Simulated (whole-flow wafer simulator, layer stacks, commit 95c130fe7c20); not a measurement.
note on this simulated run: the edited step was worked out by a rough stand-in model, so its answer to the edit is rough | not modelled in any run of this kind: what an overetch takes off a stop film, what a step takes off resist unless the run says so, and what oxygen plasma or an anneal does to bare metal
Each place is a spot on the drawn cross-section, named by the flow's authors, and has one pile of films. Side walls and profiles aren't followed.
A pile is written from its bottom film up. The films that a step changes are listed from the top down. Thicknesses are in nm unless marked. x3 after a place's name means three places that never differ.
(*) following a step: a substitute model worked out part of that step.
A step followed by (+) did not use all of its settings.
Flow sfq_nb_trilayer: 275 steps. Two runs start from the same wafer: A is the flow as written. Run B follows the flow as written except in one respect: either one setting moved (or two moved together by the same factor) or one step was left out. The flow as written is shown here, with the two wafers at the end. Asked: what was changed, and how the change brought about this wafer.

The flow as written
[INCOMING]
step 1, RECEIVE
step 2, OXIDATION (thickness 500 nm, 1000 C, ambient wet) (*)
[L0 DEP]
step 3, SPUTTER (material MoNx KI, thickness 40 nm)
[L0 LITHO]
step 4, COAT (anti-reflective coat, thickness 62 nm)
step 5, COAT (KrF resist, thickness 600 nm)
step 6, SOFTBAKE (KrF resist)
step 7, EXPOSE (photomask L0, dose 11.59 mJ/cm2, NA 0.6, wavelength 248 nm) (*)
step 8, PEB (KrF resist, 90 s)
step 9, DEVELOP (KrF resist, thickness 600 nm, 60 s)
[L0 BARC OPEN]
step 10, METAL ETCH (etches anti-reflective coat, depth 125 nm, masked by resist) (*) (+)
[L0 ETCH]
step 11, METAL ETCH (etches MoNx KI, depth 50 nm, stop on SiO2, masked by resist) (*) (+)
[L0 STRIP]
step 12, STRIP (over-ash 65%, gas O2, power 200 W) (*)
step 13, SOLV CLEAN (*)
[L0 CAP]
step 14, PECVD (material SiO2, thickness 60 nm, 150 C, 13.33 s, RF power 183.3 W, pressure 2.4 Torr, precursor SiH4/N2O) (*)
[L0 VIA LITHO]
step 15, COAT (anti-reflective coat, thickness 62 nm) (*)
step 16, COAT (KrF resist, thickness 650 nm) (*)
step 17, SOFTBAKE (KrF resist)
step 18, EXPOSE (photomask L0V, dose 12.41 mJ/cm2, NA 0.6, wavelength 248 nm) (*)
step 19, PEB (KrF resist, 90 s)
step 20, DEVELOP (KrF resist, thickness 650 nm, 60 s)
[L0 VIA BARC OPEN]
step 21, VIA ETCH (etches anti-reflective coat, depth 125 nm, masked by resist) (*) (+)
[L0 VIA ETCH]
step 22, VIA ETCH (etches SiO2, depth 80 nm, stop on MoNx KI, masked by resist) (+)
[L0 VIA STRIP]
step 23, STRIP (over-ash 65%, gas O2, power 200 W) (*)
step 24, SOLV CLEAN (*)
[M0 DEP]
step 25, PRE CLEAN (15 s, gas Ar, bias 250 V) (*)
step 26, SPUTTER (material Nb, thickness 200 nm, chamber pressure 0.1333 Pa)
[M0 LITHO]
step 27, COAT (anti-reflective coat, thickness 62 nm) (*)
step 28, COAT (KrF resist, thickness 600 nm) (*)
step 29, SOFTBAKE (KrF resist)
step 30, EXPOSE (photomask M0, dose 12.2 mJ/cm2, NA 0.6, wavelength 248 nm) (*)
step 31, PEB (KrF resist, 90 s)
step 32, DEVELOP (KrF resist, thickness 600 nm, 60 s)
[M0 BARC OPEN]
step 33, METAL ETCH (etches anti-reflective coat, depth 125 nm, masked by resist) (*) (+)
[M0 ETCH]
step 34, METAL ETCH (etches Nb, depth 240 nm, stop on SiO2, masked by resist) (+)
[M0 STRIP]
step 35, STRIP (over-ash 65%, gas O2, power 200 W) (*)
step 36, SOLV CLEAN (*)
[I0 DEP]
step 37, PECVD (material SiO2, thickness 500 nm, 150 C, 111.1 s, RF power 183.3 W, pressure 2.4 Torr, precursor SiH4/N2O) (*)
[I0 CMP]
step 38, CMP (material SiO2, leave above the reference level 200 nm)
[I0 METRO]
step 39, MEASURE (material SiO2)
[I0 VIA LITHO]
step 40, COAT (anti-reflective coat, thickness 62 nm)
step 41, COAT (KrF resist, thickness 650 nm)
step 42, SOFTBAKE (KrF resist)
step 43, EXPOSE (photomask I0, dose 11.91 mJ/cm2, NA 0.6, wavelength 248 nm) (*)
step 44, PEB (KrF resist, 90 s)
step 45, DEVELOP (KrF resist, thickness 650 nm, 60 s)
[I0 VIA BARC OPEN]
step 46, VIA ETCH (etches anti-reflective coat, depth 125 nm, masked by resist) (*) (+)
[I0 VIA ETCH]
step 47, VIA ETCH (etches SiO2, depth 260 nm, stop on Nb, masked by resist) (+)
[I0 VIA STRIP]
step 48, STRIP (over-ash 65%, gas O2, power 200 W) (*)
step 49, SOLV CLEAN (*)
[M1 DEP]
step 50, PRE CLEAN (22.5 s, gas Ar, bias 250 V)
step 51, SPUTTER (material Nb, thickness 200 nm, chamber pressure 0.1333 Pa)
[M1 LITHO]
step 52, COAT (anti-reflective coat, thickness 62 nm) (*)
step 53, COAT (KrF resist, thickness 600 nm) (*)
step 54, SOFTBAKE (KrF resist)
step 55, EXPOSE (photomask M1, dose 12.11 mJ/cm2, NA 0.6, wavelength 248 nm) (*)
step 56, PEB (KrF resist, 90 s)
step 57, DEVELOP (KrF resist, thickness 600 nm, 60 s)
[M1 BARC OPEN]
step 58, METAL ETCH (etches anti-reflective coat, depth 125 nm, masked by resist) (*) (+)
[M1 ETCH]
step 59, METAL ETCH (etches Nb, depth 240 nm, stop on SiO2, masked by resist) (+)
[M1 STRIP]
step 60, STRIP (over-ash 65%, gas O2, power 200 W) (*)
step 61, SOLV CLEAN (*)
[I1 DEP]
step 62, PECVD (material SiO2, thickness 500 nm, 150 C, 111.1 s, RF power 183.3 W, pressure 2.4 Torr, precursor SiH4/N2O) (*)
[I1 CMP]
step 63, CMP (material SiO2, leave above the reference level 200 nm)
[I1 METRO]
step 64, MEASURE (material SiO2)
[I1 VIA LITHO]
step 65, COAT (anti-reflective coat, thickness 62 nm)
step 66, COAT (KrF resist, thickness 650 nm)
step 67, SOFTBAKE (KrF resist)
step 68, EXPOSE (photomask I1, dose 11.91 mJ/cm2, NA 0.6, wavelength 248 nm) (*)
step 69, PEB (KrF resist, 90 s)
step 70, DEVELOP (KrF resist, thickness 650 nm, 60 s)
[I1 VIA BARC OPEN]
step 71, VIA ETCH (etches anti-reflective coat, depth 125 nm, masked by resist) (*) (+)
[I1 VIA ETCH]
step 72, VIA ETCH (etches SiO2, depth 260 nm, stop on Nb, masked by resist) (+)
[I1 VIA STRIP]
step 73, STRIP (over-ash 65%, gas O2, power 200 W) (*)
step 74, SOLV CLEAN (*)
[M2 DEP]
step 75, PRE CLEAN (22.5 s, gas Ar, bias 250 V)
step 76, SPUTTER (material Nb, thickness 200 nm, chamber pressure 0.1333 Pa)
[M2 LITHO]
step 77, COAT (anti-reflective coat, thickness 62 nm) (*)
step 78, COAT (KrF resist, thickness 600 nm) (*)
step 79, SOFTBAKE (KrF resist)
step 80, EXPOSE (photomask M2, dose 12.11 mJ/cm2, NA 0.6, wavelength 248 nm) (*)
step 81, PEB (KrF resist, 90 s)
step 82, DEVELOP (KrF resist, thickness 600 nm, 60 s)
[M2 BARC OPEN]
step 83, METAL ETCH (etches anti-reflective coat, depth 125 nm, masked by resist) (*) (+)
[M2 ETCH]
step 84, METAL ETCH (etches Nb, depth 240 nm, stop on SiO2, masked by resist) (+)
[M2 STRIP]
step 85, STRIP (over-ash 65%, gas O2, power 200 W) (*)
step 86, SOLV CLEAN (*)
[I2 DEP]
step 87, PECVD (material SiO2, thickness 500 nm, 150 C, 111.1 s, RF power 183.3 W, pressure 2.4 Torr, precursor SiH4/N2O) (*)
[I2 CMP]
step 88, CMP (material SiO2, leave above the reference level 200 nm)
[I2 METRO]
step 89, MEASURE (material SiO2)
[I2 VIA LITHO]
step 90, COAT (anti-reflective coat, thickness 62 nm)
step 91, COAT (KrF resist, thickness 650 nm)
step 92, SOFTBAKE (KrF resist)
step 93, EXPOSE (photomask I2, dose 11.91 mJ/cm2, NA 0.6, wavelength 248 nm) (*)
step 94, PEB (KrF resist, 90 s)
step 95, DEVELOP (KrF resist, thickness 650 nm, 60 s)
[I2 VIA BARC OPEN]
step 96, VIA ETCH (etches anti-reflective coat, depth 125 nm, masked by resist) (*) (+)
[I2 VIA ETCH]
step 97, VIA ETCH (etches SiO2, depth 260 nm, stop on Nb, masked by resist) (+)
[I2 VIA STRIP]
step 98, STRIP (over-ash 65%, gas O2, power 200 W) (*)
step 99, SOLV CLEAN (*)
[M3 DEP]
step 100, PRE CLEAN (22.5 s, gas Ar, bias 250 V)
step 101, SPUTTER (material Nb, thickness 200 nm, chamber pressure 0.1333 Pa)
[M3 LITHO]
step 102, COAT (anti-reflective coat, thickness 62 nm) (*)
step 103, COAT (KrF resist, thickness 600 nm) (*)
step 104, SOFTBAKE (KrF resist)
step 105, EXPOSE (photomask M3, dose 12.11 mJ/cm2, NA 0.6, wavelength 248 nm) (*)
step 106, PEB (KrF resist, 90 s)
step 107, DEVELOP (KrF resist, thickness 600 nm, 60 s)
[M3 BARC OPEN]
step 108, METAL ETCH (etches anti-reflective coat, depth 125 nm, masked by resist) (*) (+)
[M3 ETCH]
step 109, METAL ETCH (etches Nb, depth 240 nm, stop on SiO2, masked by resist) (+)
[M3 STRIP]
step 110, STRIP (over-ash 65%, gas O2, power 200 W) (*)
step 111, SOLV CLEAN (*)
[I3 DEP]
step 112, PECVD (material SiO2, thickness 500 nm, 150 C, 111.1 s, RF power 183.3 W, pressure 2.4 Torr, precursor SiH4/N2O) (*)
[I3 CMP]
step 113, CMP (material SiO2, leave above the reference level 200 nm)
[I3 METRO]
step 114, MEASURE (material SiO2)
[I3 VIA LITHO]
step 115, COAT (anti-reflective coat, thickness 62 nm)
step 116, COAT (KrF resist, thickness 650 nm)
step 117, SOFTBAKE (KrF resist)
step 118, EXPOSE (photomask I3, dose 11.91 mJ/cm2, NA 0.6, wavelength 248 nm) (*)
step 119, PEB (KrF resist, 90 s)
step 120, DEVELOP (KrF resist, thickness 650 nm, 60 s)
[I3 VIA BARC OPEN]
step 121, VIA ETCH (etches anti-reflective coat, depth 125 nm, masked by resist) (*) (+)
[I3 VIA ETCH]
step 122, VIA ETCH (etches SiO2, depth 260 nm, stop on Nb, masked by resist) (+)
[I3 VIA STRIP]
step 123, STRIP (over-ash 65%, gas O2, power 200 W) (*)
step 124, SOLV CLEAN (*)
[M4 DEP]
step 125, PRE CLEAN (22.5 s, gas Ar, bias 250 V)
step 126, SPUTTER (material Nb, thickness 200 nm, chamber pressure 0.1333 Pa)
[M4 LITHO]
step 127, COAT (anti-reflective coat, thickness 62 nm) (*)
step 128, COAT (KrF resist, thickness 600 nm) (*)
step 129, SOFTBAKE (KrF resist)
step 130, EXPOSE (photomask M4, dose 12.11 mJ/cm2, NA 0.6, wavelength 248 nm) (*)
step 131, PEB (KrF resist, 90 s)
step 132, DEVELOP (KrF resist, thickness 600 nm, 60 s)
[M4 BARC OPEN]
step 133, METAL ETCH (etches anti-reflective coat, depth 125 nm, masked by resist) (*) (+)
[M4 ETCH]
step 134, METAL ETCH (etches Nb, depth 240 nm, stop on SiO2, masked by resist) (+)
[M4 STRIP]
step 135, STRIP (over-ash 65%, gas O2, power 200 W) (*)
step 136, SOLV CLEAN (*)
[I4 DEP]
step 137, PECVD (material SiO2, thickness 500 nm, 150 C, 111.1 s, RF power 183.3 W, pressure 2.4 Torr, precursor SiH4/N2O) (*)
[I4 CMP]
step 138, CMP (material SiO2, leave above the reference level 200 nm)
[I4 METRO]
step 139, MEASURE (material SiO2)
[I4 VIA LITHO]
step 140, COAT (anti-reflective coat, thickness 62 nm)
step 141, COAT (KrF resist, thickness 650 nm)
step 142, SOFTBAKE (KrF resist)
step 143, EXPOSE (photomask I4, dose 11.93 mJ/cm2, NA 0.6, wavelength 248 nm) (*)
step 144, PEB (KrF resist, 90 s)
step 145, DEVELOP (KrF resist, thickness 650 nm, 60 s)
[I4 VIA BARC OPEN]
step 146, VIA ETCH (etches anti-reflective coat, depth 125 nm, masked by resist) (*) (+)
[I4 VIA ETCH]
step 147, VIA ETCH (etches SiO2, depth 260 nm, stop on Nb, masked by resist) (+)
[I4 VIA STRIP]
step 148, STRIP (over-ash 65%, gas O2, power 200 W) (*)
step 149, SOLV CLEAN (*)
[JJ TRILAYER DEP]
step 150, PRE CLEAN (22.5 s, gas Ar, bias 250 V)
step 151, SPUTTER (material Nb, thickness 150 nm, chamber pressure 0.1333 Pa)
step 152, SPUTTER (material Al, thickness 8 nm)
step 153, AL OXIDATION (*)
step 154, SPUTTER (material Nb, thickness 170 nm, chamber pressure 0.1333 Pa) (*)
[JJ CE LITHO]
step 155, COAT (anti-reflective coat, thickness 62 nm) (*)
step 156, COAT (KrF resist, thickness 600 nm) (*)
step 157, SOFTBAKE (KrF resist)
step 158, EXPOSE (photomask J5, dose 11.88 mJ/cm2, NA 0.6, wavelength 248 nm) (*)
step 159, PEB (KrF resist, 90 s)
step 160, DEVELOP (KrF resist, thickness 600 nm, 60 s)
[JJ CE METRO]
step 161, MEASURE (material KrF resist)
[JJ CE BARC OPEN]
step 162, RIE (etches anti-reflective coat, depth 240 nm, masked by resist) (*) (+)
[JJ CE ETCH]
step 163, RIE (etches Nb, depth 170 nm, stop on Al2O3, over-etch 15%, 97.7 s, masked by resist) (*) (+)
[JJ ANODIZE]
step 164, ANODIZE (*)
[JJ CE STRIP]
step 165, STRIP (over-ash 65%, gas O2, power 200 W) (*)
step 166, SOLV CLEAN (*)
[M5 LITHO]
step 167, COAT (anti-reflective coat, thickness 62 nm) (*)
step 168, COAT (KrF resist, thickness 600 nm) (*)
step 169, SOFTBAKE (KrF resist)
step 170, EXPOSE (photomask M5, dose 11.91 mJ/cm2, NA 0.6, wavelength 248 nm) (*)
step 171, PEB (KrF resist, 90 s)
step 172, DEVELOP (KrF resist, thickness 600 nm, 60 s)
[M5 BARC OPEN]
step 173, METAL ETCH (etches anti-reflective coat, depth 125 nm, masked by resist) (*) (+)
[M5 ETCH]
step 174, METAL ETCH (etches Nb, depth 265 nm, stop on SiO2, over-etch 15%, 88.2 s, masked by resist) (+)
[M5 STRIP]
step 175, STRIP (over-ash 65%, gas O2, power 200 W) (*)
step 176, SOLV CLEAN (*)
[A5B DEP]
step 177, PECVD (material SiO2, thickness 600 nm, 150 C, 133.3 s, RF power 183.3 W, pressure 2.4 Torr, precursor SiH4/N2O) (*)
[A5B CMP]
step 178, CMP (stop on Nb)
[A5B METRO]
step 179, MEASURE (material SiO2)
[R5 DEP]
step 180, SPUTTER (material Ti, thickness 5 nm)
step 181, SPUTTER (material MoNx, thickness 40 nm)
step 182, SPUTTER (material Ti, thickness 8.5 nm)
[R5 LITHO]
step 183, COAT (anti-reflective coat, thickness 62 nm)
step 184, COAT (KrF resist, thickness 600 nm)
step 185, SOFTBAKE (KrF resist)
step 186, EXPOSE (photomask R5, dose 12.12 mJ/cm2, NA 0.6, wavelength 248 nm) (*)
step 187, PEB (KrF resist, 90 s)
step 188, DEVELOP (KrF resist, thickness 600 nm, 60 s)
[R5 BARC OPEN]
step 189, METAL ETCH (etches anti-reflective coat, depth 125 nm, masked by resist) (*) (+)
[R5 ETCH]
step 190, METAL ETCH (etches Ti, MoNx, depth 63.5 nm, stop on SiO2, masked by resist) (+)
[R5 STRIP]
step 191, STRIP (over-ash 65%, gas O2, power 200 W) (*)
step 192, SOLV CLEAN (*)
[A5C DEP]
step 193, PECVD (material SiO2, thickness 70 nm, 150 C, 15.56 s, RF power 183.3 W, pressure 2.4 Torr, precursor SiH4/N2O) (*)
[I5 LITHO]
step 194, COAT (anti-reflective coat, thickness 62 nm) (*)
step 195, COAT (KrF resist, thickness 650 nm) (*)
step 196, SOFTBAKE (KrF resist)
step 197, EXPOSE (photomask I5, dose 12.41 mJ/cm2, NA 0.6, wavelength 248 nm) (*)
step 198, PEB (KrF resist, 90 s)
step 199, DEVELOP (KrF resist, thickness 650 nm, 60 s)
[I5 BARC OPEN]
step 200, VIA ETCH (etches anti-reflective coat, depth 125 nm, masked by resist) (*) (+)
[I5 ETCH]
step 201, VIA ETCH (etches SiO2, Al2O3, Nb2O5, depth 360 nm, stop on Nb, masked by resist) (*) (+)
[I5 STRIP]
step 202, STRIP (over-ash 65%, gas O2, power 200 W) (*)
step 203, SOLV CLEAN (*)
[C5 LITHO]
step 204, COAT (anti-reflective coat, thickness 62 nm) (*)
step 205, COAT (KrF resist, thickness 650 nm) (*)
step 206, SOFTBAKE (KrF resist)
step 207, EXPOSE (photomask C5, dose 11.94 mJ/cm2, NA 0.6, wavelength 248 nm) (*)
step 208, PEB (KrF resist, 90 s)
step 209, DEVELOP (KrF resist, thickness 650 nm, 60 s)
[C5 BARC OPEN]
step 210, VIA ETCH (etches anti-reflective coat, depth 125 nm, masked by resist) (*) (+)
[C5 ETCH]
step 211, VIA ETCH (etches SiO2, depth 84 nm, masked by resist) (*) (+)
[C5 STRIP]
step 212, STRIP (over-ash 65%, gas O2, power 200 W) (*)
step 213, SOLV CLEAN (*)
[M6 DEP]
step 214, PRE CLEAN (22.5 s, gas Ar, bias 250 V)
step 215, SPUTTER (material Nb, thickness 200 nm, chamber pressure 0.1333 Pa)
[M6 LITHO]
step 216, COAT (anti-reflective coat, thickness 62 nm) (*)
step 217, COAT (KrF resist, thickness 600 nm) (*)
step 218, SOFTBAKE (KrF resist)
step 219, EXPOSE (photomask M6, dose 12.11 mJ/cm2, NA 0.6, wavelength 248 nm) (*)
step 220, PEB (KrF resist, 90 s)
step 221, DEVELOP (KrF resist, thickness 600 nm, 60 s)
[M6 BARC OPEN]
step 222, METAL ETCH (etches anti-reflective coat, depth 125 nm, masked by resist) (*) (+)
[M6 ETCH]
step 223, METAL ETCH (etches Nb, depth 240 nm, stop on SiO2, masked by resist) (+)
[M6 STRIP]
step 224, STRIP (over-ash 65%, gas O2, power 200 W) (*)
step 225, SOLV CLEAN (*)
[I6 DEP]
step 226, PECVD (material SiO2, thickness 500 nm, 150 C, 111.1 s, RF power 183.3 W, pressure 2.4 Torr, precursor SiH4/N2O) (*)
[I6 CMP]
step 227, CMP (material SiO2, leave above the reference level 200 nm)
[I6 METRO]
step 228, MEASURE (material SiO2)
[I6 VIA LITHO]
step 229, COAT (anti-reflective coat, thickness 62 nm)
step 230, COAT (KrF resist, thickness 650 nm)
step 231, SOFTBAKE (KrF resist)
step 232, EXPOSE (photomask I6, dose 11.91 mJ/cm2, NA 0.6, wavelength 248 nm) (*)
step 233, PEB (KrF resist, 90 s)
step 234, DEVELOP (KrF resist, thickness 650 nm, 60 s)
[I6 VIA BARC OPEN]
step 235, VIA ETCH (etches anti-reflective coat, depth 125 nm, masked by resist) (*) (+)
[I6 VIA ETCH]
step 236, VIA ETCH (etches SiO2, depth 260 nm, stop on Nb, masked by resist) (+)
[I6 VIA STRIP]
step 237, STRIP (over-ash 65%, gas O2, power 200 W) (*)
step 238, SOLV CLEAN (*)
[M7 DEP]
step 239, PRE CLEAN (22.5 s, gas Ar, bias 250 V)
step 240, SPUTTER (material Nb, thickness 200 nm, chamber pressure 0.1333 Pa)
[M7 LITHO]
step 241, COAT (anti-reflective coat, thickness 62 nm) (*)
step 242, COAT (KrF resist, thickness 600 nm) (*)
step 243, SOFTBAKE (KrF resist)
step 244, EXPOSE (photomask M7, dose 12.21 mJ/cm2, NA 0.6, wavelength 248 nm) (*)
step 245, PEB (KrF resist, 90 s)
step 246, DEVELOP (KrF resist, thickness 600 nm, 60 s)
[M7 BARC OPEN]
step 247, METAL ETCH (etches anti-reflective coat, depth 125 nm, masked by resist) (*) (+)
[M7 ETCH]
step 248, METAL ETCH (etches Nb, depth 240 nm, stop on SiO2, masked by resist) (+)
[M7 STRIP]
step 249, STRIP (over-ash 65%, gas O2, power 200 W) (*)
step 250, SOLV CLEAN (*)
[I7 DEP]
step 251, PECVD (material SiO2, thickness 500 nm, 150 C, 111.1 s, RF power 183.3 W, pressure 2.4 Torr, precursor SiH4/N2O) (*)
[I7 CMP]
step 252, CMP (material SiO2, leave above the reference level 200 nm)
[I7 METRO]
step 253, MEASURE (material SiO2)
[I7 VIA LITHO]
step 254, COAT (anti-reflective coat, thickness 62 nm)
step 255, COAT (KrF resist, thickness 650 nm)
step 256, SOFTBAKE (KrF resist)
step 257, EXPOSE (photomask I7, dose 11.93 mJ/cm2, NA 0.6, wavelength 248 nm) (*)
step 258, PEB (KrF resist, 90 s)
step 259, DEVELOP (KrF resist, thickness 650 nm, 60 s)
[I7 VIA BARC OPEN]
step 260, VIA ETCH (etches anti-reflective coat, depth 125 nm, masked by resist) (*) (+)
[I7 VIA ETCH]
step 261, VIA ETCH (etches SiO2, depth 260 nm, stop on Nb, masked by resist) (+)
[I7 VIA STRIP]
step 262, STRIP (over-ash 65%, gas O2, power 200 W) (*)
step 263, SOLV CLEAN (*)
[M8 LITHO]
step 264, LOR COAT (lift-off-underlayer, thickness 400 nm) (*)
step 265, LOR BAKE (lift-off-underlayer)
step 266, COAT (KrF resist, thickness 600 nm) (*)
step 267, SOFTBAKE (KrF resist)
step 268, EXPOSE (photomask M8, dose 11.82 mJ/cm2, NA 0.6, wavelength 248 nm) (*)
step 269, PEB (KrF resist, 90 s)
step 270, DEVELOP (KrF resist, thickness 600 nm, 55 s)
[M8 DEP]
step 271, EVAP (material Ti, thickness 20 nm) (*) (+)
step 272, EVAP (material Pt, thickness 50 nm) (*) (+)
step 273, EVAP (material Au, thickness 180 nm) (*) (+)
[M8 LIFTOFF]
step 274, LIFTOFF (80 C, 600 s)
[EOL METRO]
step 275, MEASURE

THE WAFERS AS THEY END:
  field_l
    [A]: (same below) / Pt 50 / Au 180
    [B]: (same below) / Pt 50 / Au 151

What caused this: step 273, EVAP: thickness 151 nm was run, whereas the flow has thickness 180 nm.
The wafer itself shows it: field_l has Au 151, and step 273 as written asks for 180 nm.

Step by step, how the change led to this:
  step 273, EVAP (material Au, thickness 180 nm) (*) (+)
      field_l, v_sur, via_wl and 103 more: A +180 Au (new film) | B +151 Au (new film)
  step 274, LIFTOFF (80 C, 600 s)
      p4_fl x3, p4_w1 x9, p4_g1 x2 and 60 more: A -180 Au (all of it), -50 Pt (all of it), -20 Ti (all of it), -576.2 KrF resist (all of it), -400 lift-off-underlayer (all of it) | B -151 Au (all of it), -50 Pt (all of it), -20 Ti (all of it), -576.2 KrF resist (all of it), -400 lift-off-underlayer (all of it)
      c5j, ce_r: A -180 Au (all of it), -50 Pt (all of it), -20 Ti (all of it), -573.3 KrF resist (all of it), -399.3 lift-off-underlayer (all of it) | B -151 Au (all of it), -50 Pt (all of it), -20 Ti (all of it), -573.3 KrF resist (all of it), -399.3 lift-off-underlayer (all of it)
      (also at 19 further places)
